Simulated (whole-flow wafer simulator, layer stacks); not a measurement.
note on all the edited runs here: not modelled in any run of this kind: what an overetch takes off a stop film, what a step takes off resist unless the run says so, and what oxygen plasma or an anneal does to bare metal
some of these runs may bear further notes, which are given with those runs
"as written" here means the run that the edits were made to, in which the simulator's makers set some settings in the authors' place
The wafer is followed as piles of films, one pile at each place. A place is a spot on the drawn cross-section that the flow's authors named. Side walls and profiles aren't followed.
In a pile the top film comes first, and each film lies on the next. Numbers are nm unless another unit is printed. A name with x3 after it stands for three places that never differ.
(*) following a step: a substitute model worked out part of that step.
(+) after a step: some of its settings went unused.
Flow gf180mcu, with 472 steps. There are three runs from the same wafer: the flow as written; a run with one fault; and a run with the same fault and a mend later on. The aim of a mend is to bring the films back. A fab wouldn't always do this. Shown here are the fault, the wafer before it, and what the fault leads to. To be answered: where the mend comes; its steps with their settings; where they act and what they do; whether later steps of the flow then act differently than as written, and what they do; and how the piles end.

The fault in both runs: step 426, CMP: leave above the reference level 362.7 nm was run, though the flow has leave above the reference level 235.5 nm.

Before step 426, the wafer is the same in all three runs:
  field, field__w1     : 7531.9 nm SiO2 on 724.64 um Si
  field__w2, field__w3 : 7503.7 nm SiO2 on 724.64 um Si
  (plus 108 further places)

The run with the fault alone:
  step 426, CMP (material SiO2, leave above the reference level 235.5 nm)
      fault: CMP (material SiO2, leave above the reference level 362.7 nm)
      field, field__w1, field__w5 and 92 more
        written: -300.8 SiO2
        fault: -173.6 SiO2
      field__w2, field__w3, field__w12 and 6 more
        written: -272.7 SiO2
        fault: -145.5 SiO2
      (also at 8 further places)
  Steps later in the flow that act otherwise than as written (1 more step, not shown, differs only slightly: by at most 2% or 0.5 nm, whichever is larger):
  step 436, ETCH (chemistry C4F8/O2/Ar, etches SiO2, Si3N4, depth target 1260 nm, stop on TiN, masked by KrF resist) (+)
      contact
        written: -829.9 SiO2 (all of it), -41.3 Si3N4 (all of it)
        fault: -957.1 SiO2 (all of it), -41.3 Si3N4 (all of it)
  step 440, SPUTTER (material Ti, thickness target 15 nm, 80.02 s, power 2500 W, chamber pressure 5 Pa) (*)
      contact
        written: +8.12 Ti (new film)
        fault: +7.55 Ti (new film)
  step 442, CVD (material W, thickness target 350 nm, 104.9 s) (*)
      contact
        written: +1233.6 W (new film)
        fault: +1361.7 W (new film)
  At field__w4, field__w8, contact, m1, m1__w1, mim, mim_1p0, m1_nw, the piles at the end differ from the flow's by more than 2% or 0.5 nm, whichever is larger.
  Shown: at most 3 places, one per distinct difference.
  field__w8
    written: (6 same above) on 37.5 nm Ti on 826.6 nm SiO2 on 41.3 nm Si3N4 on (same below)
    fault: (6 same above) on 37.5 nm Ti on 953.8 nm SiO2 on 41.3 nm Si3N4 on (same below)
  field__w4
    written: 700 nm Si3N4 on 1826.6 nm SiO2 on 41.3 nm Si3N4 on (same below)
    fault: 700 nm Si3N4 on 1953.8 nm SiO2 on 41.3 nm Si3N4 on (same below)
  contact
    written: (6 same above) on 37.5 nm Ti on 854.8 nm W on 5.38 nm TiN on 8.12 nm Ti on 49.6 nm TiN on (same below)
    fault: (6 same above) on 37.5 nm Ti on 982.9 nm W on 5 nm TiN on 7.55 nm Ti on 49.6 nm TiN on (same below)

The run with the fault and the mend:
  The mend follows step 434.
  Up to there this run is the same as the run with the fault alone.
  step 434a, STRIP (chemistry O2/N2, power 2160 W, pressure 1700 mTorr) (*)
      field, field__w1, field__w2 and 108 more
        -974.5 KrF resist (all of it), -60 anti-reflective coat (all of it)
      contact
        -60 anti-reflective coat (all of it)
  step 434b, CMP (material SiO2, leave above the reference level 235.5 nm) (a further turn of the flow's step 426)
      field, field__w1, field__w2 and 109 more
        -127.2 SiO2
  step 434c, HMDS (120 C, 60 s) (a further turn of the flow's step 428)
      leaves every film unchanged at each place that is followed
  step 434d, COAT (anti-reflective coat, thickness 60 nm, 182 C, 71 s) (a further turn of the flow's step 429)
      field, field__w1, field__w2 and 109 more
        +60 anti-reflective coat (new film)
  step 434e, COAT (KrF resist, thickness 1000 nm) (a further turn of the flow's step 430)
      field, field__w1, field__w2 and 109 more
        +1000 KrF resist (new film)
  step 434f, SOFTBAKE (KrF resist) (a further turn of the flow's step 431)
      leaves every film unchanged at each place that is followed
  step 434g, EXPOSE (photomask Via5) (a further turn of the flow's step 432)
      leaves every film unchanged at each place that is followed
  step 434h, PEB (KrF resist, 135 C, 90 s) (a further turn of the flow's step 433)
      field, field__w1, field__w2 and 109 more
        -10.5 KrF resist
  step 434i, DEVELOP (KrF resist, thickness 1000 nm, 60 s) (a further turn of the flow's step 434)
      field, field__w1, field__w2 and 108 more
        -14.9 KrF resist
      contact
        -989.5 KrF resist (all of it)
  None of the later steps of the flow acts differently than as written at any place that is followed.
  At every place that both follow, the piles at the end match the flow's.
